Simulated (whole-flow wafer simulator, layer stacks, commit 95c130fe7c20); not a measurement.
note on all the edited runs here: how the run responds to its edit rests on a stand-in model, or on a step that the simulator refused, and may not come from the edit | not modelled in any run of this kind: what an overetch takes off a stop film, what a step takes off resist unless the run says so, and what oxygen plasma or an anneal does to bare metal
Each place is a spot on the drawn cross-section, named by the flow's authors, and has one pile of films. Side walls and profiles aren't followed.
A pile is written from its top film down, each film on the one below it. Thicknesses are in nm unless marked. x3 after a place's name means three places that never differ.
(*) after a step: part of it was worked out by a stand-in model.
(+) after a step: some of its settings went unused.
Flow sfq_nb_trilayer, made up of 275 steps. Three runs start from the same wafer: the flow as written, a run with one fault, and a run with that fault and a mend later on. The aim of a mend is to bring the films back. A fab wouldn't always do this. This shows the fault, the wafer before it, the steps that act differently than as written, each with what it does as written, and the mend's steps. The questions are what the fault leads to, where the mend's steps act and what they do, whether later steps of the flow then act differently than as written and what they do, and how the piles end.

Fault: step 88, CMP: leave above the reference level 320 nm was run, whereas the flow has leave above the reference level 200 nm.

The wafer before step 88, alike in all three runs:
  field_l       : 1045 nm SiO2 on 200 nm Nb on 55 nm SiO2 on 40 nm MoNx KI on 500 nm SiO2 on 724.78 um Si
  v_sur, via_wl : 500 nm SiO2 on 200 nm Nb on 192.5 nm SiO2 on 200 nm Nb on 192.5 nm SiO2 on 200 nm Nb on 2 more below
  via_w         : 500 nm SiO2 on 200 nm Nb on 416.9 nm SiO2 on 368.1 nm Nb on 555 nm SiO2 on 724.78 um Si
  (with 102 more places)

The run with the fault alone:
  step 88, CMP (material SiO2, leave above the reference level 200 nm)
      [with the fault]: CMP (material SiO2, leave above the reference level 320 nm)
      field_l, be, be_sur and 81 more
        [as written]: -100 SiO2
        [with the fault]: nothing
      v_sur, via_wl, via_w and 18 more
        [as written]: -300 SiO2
        [with the fault]: -180 SiO2
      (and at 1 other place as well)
  Steps further on in the flow that do not act as written (5 more steps, not shown, differ only slightly: by at most 2% or 0.5 nm, whichever is larger):
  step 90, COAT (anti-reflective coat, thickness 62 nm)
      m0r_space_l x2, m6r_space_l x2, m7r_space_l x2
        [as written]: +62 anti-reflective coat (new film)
        [with the fault]: +65 anti-reflective coat (new film)
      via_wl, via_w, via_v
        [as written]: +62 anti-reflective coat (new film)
        [with the fault]: +60.4 anti-reflective coat (new film)
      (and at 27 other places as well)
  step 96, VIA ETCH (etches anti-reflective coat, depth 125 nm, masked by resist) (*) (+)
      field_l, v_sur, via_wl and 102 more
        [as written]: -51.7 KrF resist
        [with the fault]: -50.4 KrF resist
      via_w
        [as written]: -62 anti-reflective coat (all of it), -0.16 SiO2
        [with the fault]: -60.4 anti-reflective coat (all of it), -0.15 SiO2
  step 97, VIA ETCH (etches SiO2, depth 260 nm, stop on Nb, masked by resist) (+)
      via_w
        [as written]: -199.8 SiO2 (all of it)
        [with the fault]: -260 SiO2
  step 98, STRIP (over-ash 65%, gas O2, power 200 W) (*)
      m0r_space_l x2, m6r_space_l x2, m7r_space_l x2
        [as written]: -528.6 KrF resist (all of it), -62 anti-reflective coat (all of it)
        [with the fault]: -531.9 KrF resist (all of it), -65 anti-reflective coat (all of it)
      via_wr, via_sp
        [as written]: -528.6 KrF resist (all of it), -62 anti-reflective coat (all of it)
        [with the fault]: -523.9 KrF resist (all of it), -60.5 anti-reflective coat (all of it)
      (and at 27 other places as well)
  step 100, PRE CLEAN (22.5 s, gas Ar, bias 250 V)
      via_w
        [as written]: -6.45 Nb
        [with the fault]: -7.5 SiO2
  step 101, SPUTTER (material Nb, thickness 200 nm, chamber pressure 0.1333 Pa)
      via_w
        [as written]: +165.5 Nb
        [with the fault]: +152.6 Nb (new film)
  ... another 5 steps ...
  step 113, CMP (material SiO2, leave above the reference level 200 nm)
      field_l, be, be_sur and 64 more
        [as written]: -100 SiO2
        [with the fault]: -80 SiO2
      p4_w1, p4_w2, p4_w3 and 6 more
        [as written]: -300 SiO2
        [with the fault]: -280 SiO2
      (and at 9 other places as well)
  The piles end different from the flow's at field_l, v_sur, via_wl and 103 more by more than 2% or 0.5 nm, whichever is larger.
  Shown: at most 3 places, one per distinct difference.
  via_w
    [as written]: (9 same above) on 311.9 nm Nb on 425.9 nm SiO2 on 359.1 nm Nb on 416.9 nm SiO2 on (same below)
    [with the fault]: (9 same above) on 311.9 nm Nb on 500 nm SiO2 on 152.6 nm Nb on 52.3 nm SiO2 on 200 nm Nb on 416.9 nm SiO2 on (same below)
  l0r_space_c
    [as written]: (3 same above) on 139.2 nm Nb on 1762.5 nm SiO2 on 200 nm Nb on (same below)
    [with the fault]: (3 same above) on 139.2 nm Nb on 1882.5 nm SiO2 on 200 nm Nb on (same below)
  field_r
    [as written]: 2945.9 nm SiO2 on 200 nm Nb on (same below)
    [with the fault]: 3065.9 nm SiO2 on 200 nm Nb on (same below)

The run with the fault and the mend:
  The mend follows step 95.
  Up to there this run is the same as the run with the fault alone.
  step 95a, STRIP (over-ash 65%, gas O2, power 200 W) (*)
      moat, field_r, lsp_l, ln_m5, lsp_m, ln_m6
        -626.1 KrF resist (all of it), -62.1 anti-reflective coat (all of it)
      m0r_line_l x2, m6r_line_l x2, m7r_line_l x2
        -628.7 KrF resist (all of it), -62.7 anti-reflective coat (all of it)
      m0r_space_l x2, m6r_space_l x2, m7r_space_l x2
        -627 KrF resist (all of it), -65 anti-reflective coat (all of it)
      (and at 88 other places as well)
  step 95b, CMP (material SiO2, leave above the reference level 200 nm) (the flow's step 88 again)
      field_l, be, be_sur and 81 more
        -100 SiO2
      v_sur, via_wl, via_w and 19 more
        -120 SiO2
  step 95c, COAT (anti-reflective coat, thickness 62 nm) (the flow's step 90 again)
      field_l, v_sur, via_wl and 103 more
        +62 anti-reflective coat (new film)
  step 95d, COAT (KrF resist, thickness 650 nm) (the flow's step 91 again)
      field_l, v_sur, via_wl and 103 more
        +650 KrF resist (new film)
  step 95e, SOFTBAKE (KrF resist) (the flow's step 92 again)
      leaves every film unchanged at each place that is followed
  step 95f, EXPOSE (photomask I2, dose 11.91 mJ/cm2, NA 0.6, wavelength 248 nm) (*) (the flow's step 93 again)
      leaves every film unchanged at each place that is followed
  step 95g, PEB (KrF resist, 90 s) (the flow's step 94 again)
      field_l, v_sur, via_wl and 103 more
        -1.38 KrF resist
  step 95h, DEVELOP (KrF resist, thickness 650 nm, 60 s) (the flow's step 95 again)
      field_l, v_sur, via_wl and 102 more
        -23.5 KrF resist
      via_w
        -648.6 KrF resist (all of it)
  None of the later steps of the flow acts differently than as written at any place that is followed.
  At every place that both follow, the piles at the end match the flow's.
